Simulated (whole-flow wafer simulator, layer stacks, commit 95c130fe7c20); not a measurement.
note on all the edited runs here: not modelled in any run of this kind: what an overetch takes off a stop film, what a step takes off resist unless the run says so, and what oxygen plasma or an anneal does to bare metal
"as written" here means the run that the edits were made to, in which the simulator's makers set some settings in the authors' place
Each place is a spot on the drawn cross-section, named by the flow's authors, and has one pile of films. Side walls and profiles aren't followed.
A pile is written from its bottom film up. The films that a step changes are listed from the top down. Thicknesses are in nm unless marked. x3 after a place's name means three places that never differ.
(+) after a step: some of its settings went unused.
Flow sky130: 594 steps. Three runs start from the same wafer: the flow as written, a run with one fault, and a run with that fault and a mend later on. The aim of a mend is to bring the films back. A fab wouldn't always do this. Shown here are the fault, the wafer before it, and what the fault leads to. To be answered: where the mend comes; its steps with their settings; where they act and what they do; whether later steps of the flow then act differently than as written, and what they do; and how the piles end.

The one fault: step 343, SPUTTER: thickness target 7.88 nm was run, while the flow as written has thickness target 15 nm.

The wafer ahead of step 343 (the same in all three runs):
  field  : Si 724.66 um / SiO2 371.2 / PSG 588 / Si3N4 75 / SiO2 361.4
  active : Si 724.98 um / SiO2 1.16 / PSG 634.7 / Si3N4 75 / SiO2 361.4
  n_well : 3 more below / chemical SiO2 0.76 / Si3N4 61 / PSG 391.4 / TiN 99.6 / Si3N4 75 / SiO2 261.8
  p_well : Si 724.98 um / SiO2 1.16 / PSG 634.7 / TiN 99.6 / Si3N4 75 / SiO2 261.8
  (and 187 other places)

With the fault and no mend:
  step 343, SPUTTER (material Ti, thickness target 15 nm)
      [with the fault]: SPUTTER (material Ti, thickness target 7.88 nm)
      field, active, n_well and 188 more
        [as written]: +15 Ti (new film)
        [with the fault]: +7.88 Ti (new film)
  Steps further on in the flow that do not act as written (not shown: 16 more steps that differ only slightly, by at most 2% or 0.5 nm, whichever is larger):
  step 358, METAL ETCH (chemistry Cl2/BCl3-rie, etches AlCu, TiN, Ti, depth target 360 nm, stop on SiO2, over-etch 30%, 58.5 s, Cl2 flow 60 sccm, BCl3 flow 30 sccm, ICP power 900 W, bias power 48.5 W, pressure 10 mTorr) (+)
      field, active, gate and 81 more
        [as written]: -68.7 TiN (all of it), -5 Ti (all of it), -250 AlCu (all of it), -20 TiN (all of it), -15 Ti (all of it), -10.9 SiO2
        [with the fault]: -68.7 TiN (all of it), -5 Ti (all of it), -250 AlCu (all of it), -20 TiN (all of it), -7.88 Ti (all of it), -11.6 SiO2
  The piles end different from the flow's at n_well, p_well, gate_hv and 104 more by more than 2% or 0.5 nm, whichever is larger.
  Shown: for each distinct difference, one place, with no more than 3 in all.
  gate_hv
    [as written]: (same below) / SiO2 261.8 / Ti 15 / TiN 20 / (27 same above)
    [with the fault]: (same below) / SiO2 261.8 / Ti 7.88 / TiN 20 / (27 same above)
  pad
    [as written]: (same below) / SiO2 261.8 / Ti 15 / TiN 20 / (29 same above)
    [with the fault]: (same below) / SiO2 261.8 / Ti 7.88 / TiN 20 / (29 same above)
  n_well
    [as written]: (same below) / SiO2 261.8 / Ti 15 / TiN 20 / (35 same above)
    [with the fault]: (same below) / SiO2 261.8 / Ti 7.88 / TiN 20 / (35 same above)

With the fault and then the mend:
  After step 343 comes the mend.
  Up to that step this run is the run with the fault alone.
  step 343a, SPUTTER (material Ti, thickness target 7.12 nm) (the flow's step 343 again, with other settings)
      field, active, n_well and 188 more
        +7.12 Ti
  Every later step of the flow that is run acts as written at every place that is followed.
  By the end, the piles equal the flow's at every place that both follow.
